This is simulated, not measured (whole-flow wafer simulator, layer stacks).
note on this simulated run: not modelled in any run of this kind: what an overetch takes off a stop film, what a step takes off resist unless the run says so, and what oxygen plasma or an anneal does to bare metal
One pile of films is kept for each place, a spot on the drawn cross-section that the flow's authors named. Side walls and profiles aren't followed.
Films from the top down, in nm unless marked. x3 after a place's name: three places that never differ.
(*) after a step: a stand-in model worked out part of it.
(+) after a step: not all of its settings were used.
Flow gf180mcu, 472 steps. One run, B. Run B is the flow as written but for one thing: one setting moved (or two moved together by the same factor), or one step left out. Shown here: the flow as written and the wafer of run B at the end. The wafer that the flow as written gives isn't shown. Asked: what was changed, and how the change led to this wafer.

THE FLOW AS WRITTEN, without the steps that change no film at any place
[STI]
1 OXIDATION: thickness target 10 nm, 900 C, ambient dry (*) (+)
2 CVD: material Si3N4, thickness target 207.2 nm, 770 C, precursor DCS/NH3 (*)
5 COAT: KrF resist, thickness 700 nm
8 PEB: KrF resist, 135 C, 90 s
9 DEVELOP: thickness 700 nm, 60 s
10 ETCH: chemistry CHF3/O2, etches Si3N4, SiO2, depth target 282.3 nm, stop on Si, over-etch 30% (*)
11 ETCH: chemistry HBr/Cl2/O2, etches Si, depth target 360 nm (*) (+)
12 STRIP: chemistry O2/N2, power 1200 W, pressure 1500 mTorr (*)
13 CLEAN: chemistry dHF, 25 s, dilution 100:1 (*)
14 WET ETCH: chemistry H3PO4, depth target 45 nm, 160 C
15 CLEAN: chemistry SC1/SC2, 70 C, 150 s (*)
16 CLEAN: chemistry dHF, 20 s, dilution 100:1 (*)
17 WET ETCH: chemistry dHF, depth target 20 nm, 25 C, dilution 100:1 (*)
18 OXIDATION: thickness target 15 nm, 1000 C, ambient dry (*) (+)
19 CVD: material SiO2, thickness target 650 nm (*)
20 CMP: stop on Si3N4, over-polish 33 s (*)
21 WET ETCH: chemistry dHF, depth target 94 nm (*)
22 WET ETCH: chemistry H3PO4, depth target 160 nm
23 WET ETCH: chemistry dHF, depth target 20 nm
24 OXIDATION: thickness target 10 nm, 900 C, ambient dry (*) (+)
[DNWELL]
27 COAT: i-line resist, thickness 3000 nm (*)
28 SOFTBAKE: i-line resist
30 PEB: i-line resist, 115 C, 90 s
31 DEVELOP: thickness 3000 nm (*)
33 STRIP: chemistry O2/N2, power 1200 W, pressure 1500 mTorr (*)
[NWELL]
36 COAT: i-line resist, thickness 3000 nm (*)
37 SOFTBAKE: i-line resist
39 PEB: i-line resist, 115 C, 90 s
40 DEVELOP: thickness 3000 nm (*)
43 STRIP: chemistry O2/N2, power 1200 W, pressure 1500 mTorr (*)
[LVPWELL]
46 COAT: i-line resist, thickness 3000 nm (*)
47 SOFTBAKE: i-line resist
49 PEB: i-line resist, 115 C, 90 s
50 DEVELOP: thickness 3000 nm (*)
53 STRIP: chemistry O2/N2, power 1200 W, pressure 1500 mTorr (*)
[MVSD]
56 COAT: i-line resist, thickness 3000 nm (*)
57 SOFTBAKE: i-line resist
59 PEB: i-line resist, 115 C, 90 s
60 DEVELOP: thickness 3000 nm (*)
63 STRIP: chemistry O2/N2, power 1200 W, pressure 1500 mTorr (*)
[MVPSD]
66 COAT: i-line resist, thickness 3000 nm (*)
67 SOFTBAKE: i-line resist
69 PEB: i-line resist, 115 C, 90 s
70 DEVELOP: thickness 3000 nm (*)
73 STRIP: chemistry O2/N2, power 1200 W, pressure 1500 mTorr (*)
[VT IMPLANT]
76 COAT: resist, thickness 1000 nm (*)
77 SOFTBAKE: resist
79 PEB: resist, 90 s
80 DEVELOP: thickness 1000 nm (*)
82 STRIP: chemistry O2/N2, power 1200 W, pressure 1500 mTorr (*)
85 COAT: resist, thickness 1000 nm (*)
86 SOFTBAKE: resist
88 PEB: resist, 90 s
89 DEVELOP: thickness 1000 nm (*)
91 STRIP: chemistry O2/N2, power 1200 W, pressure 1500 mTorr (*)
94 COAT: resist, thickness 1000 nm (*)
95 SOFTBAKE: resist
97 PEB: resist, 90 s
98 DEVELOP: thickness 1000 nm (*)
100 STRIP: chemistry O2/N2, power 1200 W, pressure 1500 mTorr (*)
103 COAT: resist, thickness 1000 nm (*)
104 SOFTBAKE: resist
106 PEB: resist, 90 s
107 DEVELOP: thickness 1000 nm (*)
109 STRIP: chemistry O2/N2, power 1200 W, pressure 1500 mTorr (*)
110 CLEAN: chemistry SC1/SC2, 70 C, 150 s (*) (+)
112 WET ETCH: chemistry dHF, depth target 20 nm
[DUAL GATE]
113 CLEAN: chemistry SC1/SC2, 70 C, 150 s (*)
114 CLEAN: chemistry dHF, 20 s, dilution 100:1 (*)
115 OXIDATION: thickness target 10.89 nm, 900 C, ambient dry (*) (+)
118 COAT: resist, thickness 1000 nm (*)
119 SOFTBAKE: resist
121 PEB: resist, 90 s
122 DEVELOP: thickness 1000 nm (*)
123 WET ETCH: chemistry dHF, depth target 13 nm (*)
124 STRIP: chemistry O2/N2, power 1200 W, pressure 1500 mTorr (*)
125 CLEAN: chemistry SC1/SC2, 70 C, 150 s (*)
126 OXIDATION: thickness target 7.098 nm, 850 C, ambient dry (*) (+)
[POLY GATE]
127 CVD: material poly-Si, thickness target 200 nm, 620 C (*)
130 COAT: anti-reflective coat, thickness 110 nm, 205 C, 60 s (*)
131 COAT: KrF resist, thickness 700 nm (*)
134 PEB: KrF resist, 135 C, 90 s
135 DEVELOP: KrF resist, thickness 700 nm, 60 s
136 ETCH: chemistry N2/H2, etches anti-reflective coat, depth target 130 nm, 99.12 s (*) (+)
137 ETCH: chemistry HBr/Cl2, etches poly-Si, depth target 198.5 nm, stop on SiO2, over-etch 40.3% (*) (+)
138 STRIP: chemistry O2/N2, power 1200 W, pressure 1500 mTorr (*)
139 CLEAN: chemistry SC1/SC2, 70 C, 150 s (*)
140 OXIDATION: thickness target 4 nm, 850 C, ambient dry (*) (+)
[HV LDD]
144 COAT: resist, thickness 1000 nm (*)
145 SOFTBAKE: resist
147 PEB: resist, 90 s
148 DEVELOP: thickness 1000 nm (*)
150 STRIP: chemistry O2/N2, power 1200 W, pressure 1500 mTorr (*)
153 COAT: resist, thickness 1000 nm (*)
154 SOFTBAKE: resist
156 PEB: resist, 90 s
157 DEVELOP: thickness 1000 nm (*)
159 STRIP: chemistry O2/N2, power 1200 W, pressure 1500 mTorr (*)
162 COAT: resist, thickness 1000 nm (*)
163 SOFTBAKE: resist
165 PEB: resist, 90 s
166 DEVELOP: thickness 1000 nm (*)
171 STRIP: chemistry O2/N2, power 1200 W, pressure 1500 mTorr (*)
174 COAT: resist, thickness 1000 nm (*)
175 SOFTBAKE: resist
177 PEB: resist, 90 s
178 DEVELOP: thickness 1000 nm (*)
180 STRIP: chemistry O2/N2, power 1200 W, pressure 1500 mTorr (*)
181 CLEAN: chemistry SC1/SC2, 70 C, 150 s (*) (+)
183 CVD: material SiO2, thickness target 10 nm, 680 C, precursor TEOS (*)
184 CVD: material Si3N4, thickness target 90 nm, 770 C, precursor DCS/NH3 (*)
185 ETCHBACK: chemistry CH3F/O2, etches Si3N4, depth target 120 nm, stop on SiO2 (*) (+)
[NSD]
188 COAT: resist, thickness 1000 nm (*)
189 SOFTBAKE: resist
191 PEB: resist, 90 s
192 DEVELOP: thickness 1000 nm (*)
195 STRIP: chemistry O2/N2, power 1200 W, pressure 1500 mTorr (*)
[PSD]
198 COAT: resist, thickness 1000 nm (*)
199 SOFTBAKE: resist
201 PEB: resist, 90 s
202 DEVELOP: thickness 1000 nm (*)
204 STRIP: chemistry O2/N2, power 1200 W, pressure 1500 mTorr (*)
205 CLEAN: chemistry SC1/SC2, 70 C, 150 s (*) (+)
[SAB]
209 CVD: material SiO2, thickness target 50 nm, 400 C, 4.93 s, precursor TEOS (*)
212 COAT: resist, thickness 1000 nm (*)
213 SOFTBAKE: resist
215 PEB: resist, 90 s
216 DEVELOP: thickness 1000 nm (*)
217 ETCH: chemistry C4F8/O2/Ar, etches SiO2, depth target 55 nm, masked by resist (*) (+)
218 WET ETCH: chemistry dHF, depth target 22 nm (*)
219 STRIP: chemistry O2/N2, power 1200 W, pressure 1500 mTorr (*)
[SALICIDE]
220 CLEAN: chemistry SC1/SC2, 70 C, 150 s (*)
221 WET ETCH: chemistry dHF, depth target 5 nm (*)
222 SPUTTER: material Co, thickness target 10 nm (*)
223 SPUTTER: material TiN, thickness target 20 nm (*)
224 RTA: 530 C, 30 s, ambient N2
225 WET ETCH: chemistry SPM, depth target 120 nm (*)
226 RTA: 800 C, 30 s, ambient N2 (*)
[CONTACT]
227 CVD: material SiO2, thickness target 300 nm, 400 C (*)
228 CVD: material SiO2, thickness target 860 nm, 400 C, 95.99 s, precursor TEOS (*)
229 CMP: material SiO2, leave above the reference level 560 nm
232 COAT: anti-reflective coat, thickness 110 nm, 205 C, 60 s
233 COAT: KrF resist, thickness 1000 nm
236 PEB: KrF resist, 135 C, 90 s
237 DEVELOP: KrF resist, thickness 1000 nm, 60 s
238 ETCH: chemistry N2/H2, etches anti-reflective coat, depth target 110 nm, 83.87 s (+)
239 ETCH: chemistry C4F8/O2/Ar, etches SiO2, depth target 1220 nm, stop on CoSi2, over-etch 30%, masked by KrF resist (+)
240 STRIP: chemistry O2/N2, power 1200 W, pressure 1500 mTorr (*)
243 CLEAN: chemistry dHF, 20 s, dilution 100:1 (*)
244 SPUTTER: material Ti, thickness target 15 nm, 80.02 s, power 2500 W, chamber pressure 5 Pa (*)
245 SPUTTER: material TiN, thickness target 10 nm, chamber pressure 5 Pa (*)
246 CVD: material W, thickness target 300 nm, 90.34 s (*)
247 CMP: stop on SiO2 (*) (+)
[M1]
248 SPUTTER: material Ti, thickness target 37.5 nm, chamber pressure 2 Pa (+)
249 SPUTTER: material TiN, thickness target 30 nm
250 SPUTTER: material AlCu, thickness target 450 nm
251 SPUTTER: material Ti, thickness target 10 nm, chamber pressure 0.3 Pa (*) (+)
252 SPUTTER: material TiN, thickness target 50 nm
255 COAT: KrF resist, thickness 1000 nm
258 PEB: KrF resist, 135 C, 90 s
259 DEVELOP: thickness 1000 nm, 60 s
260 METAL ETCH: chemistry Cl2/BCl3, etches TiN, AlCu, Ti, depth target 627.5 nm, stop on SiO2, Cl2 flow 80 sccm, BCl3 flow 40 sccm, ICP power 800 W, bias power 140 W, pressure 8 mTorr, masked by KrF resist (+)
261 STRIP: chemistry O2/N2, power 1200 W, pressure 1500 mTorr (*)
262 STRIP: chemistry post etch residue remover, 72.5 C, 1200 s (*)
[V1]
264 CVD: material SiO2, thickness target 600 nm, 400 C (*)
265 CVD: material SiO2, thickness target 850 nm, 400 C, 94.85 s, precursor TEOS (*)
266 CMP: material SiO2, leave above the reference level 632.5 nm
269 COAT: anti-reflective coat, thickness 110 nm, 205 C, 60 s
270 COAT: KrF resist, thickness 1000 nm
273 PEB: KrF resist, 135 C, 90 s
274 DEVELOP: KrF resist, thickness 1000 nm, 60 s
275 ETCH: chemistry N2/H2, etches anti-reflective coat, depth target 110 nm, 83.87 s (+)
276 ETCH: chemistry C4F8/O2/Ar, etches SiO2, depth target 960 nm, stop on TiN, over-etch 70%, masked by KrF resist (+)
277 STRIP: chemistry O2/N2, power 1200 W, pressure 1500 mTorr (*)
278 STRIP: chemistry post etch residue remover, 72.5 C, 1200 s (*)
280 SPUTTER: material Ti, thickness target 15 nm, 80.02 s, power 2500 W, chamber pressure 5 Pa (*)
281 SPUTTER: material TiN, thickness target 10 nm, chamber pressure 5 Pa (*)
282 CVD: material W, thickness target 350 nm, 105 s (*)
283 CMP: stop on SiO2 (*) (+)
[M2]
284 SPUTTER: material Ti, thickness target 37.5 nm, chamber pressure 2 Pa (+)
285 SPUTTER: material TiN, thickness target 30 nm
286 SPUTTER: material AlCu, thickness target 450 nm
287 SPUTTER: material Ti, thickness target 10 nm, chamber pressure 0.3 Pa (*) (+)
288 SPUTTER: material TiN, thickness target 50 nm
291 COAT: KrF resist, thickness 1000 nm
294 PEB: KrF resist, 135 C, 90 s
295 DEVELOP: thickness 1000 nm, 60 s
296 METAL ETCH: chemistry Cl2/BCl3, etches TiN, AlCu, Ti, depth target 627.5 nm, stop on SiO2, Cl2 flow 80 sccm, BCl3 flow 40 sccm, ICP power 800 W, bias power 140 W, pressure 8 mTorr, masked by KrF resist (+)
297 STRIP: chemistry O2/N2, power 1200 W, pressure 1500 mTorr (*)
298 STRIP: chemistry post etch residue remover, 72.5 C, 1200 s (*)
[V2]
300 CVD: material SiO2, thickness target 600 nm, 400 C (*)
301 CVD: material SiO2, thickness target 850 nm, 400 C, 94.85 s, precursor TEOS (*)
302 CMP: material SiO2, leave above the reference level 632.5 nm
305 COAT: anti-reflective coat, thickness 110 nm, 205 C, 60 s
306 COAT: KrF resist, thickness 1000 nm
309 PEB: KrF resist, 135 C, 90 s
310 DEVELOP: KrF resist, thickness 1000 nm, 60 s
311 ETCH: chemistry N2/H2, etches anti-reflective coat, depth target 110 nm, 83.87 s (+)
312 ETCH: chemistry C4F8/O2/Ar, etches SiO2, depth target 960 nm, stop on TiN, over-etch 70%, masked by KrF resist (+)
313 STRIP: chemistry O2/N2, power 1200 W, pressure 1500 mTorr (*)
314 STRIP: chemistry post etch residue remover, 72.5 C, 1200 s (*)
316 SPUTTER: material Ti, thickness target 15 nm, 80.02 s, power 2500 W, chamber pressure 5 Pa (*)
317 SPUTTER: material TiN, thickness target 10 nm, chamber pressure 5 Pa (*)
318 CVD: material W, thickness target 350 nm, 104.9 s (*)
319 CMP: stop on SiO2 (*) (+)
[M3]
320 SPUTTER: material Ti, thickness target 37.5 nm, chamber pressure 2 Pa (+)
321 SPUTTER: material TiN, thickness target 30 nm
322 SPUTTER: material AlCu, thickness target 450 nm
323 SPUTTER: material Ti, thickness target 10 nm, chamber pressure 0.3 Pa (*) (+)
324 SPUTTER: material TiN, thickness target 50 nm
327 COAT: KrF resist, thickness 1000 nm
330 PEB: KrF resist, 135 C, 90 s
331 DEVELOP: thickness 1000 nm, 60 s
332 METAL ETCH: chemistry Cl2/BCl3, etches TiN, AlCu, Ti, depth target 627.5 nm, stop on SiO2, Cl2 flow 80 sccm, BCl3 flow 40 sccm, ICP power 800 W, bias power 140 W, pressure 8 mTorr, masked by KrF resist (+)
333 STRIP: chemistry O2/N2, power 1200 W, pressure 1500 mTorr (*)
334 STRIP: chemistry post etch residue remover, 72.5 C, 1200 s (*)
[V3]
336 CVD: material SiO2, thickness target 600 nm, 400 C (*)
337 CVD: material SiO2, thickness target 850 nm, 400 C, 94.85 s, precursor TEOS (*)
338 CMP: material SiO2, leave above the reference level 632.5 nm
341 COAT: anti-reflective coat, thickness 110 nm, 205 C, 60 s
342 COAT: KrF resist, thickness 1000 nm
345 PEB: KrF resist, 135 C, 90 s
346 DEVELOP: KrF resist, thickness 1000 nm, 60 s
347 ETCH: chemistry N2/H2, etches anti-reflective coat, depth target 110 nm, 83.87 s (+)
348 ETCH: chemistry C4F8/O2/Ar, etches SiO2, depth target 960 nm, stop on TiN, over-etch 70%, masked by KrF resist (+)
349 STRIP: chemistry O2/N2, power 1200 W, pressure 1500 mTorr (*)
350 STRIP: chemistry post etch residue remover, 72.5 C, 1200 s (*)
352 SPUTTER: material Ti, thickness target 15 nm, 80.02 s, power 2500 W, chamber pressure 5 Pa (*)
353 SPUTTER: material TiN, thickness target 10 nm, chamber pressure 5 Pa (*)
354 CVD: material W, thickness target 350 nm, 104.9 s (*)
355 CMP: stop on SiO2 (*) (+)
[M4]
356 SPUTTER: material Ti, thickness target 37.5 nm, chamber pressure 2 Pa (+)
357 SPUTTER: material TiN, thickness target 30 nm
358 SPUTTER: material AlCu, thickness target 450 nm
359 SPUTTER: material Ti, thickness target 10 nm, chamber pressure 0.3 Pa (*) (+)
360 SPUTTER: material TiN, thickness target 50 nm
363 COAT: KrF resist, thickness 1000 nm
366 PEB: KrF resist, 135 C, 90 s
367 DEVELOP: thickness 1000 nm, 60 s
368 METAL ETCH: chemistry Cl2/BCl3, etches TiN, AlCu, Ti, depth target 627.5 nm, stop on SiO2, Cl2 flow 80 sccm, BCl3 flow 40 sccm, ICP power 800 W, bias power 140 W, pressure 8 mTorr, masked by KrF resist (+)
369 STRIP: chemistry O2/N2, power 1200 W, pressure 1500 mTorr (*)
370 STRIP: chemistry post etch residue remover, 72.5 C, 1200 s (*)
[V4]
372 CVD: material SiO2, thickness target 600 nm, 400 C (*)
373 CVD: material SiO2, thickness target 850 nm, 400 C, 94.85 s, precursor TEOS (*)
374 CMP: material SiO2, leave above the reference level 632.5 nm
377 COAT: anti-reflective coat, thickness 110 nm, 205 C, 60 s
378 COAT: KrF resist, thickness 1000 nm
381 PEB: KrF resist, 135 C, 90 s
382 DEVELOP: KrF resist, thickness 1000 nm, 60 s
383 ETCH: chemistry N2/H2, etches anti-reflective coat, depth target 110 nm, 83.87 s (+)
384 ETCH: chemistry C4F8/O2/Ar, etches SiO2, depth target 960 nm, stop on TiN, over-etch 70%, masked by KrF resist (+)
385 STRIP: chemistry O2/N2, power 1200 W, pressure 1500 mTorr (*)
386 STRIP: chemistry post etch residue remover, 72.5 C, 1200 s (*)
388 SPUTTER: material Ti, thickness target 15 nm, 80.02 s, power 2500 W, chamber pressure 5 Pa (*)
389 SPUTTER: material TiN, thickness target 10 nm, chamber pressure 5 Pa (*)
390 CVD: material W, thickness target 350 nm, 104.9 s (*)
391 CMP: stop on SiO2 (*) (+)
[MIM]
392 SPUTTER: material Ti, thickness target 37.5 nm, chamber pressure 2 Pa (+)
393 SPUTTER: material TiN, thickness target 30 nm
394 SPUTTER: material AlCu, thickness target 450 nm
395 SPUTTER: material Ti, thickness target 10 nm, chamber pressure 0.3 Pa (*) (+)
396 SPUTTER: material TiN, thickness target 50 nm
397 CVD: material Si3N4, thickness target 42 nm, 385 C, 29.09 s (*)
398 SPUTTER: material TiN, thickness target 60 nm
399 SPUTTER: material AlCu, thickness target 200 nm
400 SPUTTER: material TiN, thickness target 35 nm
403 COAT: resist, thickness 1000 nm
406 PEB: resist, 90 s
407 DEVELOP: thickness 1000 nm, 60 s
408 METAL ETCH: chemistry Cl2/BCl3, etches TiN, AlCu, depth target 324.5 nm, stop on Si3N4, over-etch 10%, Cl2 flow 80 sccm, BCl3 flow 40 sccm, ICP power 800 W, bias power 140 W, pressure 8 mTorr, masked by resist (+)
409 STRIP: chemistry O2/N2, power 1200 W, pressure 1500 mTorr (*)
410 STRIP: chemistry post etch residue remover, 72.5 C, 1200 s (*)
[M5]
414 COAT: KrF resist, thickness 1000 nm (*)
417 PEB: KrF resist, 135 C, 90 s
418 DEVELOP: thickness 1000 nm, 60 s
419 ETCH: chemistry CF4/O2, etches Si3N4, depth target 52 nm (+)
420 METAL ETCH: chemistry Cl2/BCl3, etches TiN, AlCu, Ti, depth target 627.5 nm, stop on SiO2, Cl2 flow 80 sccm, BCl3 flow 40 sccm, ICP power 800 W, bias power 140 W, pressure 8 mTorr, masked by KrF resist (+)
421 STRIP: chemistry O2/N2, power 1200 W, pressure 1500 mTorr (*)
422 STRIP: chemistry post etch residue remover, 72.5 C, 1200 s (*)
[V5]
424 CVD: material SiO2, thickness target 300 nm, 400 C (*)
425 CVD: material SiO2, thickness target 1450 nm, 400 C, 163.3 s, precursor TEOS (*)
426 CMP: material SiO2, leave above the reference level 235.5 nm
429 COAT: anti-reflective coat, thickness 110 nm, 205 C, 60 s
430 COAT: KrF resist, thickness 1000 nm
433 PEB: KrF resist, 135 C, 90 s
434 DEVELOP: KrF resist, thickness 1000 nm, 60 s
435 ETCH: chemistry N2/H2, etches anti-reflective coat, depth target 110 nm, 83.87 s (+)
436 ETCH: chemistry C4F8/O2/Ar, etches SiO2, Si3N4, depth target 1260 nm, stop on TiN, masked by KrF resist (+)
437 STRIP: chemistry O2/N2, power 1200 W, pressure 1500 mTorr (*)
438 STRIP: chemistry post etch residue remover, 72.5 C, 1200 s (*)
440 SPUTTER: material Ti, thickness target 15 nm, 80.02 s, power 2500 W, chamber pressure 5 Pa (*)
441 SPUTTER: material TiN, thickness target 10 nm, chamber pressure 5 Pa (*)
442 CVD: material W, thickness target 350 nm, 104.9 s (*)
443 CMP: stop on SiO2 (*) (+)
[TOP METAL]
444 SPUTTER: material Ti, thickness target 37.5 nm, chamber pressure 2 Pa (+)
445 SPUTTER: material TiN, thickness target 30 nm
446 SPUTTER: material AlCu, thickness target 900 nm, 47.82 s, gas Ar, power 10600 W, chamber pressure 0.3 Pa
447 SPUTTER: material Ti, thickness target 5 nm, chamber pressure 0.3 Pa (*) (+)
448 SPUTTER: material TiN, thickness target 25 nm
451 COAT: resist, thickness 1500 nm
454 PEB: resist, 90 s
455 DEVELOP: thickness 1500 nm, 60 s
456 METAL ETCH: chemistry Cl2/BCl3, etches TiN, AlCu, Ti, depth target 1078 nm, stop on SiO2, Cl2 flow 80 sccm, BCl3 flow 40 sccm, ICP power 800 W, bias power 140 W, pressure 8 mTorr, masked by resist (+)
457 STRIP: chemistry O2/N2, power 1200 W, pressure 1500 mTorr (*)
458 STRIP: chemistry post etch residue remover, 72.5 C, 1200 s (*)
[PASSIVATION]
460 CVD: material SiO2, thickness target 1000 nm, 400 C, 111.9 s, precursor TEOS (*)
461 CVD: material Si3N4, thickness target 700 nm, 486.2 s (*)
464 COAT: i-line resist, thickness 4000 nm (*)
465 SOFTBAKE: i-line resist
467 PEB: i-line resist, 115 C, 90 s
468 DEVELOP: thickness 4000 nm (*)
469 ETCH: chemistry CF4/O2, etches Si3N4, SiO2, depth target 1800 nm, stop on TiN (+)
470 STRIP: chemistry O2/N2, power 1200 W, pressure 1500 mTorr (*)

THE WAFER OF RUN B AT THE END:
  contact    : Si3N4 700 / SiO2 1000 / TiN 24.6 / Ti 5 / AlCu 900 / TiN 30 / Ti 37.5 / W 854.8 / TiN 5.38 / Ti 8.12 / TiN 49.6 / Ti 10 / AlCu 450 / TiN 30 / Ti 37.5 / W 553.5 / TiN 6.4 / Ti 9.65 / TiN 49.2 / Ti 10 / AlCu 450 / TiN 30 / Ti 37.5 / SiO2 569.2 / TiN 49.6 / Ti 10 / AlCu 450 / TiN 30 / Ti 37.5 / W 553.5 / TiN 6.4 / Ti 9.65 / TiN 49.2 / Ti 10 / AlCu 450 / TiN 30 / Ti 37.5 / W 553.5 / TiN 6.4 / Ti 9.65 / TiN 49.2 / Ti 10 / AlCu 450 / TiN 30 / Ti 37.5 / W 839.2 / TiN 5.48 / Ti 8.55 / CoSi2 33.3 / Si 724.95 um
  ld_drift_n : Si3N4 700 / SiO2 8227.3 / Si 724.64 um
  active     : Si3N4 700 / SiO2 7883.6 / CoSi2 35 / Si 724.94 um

The cause: step 348, ETCH: chemistry C4F8/O2/Ar, etches SiO2, depth target 960 nm, stop on TiN, over-etch 70%, masked by KrF resist (+), was left out.

How the change led to this, step by step:
  349 STRIP: chemistry O2/N2, power 1200 W, pressure 1500 mTorr (*)
      field, field__w1, field__w2 and 107 more: KrF resist -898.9 (all of it), anti-reflective coat -110 (all of it) (as written it would be: KrF resist -706.9 (all of it), anti-reflective coat -110 (all of it))
  352 SPUTTER: material Ti, thickness target 15 nm, 80.02 s, power 2500 W, chamber pressure 5 Pa (*)
      contact: Ti +15 (new film) (as written it would be: Ti +9.65 (new film))
  353 SPUTTER: material TiN, thickness target 10 nm, chamber pressure 5 Pa (*)
      contact: TiN +10 (new film) (as written it would be: TiN +6.4 (new film))
  354 CVD: material W, thickness target 350 nm, 104.9 s (*)
      contact: W +350 (new film) (as written it would be: W +932.3 (new film))
  355 CMP: stop on SiO2 (*) (+)
      contact: W -350 (all of it), TiN -10 (all of it), Ti -15 (all of it), SiO2 -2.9 (as written it would be: W -378.8)
Counting metal films that touch as one body, contact has 2 bodies (between them, from the top down: SiO2 569.2); the flow as written gives 1 body.
